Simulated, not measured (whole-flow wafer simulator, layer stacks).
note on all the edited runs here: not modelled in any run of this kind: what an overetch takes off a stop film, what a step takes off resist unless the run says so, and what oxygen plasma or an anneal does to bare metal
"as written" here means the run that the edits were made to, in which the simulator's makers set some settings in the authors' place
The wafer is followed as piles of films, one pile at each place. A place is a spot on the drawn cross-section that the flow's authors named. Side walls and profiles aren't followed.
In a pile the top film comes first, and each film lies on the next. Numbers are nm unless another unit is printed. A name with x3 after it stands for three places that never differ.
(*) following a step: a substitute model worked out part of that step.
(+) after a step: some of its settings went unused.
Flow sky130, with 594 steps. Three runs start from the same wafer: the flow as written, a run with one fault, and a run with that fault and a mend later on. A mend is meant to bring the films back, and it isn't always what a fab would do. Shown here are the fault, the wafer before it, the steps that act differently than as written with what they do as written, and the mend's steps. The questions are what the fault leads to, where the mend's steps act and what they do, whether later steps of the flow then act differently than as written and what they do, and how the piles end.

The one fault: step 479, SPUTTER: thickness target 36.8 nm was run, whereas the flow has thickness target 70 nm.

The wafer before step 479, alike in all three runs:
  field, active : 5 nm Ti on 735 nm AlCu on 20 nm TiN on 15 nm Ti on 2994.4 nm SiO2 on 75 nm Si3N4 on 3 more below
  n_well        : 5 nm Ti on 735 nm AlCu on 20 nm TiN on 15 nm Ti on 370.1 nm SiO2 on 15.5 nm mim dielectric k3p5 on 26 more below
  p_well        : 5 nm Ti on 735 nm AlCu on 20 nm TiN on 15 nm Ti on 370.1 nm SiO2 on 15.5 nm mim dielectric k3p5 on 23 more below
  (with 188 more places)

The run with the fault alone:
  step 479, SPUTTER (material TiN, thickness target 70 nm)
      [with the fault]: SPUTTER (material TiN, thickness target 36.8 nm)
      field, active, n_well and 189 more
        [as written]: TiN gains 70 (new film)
        [with the fault]: TiN gains 36.8 (new film)
  Steps further on in the flow that do not act as written (9 other steps are not shown; they differ only slightly, by no more than 2% or 0.5 nm, whichever is larger):
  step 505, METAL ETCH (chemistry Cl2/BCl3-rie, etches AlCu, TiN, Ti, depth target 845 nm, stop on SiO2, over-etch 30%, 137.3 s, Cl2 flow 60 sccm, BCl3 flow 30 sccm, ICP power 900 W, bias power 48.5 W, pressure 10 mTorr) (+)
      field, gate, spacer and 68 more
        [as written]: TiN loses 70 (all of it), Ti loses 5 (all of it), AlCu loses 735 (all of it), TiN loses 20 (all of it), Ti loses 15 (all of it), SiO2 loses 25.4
        [with the fault]: TiN loses 36.8 (all of it), Ti loses 5 (all of it), AlCu loses 735 (all of it), TiN loses 20 (all of it), Ti loses 15 (all of it), SiO2 loses 28.7
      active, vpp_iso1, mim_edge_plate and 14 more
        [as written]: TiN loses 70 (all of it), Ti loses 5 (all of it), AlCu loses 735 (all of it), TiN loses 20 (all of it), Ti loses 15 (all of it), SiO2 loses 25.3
        [with the fault]: TiN loses 36.8 (all of it), Ti loses 5 (all of it), AlCu loses 735 (all of it), TiN loses 20 (all of it), Ti loses 15 (all of it), SiO2 loses 28.7
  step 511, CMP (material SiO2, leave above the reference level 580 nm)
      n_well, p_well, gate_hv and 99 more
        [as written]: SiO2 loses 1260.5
        [with the fault]: SiO2 loses 1227.3
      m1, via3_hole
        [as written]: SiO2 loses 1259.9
        [with the fault]: SiO2 loses 1226.7
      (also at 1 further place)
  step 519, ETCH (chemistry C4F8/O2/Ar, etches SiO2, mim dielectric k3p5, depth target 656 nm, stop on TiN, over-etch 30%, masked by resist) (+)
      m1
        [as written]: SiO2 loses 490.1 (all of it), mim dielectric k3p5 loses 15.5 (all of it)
        [with the fault]: SiO2 loses 523.3 (all of it), mim dielectric k3p5 loses 15.5 (all of it)
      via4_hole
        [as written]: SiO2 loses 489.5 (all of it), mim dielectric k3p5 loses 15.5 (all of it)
        [with the fault]: SiO2 loses 522.7 (all of it), mim dielectric k3p5 loses 15.5 (all of it)
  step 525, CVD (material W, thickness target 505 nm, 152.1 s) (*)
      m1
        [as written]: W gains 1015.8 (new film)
        [with the fault]: W gains 1049.2 (new film)
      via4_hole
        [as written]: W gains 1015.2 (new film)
        [with the fault]: W gains 1048.6 (new film)
  By the end, the piles at n_well, p_well, gate_hv and 102 more depart from the flow's by more than 2% or 0.5 nm, whichever is larger.
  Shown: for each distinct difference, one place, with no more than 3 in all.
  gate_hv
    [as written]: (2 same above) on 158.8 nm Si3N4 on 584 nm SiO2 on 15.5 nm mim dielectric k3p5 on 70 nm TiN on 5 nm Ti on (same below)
    [with the fault]: (2 same above) on 158.8 nm Si3N4 on 617.2 nm SiO2 on 15.5 nm mim dielectric k3p5 on 36.8 nm TiN on 5 nm Ti on (same below)
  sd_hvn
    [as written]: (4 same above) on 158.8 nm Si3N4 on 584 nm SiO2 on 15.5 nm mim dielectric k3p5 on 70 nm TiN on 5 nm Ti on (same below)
    [with the fault]: (4 same above) on 158.8 nm Si3N4 on 617.2 nm SiO2 on 15.5 nm mim dielectric k3p5 on 36.8 nm TiN on 5 nm Ti on (same below)
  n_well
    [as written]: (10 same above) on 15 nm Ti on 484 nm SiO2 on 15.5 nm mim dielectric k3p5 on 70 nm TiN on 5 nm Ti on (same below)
    [with the fault]: (10 same above) on 15 nm Ti on 517.2 nm SiO2 on 15.5 nm mim dielectric k3p5 on 36.8 nm TiN on 5 nm Ti on (same below)

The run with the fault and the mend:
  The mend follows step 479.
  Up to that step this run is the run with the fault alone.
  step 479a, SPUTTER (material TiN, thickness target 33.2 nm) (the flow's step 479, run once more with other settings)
      field, active, n_well and 189 more
        TiN gains 33.2
  Later steps of the flow that are run all act as written at every place that is followed.
  By the end, the piles equal the flow's at every place that both follow.
